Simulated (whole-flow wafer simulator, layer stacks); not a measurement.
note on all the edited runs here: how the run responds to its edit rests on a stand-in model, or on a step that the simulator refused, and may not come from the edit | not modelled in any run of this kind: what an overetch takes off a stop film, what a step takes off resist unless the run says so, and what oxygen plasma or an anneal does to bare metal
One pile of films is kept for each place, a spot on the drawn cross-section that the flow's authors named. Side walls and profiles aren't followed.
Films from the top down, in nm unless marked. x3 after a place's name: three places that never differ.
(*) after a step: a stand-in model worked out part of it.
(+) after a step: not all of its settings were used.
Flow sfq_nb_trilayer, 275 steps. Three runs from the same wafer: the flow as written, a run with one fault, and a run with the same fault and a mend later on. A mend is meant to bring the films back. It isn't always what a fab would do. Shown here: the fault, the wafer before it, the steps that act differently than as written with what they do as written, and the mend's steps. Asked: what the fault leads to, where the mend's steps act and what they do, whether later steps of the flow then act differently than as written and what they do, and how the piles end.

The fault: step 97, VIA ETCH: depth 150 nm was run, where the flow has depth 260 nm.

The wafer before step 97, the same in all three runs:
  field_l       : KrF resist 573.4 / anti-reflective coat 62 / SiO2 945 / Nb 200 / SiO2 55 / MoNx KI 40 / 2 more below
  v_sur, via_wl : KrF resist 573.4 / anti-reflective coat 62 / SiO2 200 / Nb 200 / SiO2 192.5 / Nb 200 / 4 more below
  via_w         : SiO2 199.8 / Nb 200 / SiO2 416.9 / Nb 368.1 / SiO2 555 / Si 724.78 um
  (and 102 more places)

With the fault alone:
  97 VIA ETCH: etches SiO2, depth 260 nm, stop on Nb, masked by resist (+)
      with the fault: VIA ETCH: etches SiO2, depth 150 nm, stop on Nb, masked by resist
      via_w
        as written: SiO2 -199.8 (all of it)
        with the fault: SiO2 -150
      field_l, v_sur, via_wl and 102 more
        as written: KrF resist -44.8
        with the fault: KrF resist -25.9
  Later steps of the flow that act differently than as written (3 more steps differ only slightly, by at most 2% or 0.5 nm, whichever is larger, and aren't shown):
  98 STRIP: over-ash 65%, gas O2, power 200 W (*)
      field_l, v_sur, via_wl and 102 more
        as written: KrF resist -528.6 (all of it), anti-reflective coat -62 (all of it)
        with the fault: KrF resist -547.6 (all of it), anti-reflective coat -62 (all of it)
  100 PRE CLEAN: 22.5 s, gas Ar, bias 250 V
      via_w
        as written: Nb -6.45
        with the fault: SiO2 -7.5
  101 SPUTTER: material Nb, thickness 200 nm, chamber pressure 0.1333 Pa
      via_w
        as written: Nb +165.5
        with the fault: Nb +176.2 (new film)
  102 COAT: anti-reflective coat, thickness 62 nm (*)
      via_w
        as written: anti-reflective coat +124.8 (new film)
        with the fault: anti-reflective coat +112.8 (new film)
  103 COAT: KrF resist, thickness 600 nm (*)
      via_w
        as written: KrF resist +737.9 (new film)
        with the fault: KrF resist +697.9 (new film)
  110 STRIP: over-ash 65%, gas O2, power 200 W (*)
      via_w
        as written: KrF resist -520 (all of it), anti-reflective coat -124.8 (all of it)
        with the fault: KrF resist -480.1 (all of it), anti-reflective coat -112.8 (all of it)
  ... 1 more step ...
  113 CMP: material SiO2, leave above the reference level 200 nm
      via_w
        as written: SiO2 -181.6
        with the fault: SiO2 -157.1
  At the end the piles differ from the flow's by more than 2% or 0.5 nm, whichever is larger, at via_w.
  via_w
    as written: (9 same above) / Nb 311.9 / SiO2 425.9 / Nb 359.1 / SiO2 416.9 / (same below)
    with the fault: (9 same above) / Nb 311.9 / SiO2 366.4 / Nb 176.2 / SiO2 42.3 / Nb 200 / SiO2 416.9 / (same below)

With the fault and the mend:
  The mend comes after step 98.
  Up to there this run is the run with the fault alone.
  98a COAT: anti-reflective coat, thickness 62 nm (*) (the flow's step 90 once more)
      p4_fl x3, p4_w1 x9, p4_g1 x2 and 63 more
        anti-reflective coat +62 (new film)
      c5j, ce_r, sp_r and 13 more
        anti-reflective coat +61.8 (new film)
      gap, jj_sur, ce_l
        anti-reflective coat +61.7 (new film)
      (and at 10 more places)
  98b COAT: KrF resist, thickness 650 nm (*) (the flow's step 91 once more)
      p4_fl x3, p4_w1 x9, p4_g1 x2 and 63 more
        KrF resist +650 (new film)
      moat, field_r, lsp_l, ln_m5, lsp_m, ln_m6, lsp_r, l0_sur
        KrF resist +649.6 (new film)
      r_sur, res, r_end, l0v
        KrF resist +649.5 (new film)
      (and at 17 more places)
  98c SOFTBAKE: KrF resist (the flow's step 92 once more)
      changes no film at any place that is followed
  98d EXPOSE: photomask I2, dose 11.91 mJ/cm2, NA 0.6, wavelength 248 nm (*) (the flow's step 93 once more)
      changes no film at any place that is followed
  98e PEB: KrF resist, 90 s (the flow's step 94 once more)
      gap, jj_sur, ce_l and 93 more
        KrF resist -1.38
      via_v, wire, be, be_sur
        KrF resist -1.37
      field_l, v_sur, via_sp
        KrF resist -1.36
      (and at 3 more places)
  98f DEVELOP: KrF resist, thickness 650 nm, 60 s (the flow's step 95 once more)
      field_l, v_sur, via_wl and 102 more
        KrF resist -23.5
      via_w
        KrF resist -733 (all of it)
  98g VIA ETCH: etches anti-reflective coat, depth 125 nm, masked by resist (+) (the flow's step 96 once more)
      field_l, v_sur, via_wl and 102 more
        KrF resist -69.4
      via_w
        anti-reflective coat -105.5 (all of it), SiO2 -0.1
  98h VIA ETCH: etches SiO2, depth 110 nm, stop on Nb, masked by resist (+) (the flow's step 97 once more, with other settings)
      field_l, v_sur, via_wl and 102 more
        KrF resist -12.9
      via_w
        SiO2 -49.7 (all of it)
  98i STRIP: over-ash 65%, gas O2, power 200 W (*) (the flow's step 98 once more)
      p4_fl x3, p4_w1 x9, p4_g1 x2 and 63 more
        KrF resist -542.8 (all of it), anti-reflective coat -62 (all of it)
      moat, field_r, lsp_l, ln_m5, lsp_m, ln_m6, lsp_r, l0_sur
        KrF resist -542.4 (all of it), anti-reflective coat -61.8 (all of it)
      r_sur, res, r_end, l0v
        KrF resist -542.3 (all of it), anti-reflective coat -61.8 (all of it)
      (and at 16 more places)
  No later step of the flow acts differently than as written at any place that is followed.
  At the end the piles are the same as the flow's at every place that both follow.
